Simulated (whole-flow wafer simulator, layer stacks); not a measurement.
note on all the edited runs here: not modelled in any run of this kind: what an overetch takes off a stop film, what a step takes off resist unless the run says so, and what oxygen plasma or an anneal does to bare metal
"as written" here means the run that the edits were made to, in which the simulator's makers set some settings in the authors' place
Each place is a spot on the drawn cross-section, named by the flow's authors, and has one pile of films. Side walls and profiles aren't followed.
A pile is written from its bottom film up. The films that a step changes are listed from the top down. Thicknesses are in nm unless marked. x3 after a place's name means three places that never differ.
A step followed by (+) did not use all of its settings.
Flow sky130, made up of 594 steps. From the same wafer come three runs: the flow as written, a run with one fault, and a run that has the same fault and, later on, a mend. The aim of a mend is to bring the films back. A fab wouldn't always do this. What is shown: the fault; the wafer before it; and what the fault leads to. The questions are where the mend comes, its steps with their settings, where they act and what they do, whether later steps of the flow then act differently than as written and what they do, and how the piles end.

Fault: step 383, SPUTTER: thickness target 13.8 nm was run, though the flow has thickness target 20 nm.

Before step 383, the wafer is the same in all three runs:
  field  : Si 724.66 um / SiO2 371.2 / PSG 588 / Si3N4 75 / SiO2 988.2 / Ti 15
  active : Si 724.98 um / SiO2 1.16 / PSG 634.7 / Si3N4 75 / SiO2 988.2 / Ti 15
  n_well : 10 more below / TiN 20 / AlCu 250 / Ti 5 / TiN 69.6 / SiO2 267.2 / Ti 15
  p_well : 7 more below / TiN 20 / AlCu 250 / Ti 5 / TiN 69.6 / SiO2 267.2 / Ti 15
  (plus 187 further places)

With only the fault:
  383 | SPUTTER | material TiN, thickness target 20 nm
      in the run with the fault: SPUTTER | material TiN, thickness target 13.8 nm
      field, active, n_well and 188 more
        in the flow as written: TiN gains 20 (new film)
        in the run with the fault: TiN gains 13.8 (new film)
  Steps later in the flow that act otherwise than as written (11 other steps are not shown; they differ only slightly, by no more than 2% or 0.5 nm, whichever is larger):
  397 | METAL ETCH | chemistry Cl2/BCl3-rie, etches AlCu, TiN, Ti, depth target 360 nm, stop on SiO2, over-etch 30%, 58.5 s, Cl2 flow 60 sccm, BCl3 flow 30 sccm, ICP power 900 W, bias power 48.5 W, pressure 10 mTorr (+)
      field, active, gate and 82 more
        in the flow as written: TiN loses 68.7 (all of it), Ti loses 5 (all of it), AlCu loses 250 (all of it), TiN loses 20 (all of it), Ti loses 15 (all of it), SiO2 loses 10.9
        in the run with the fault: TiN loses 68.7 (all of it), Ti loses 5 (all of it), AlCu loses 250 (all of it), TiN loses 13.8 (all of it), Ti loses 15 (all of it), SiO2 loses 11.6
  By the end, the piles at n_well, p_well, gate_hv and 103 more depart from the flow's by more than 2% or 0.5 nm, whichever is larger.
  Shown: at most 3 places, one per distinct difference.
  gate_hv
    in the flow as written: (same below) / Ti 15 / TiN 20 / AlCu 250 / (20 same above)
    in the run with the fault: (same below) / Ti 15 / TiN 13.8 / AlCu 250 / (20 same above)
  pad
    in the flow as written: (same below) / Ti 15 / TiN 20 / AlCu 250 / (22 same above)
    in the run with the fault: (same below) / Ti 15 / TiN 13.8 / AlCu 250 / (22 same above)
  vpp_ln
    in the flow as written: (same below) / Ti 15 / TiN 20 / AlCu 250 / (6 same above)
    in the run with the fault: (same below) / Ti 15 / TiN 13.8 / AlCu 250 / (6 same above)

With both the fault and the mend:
  The mend follows step 383.
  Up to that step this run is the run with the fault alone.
  383a | SPUTTER | material TiN, thickness target 6.2 nm (the flow's step 383 again, with other settings)
      field, active, n_well and 188 more
        TiN gains 6.2
  Later steps of the flow that are run all act as written at every place that is followed.
  The piles end the same as the flow's at every place that both follow.
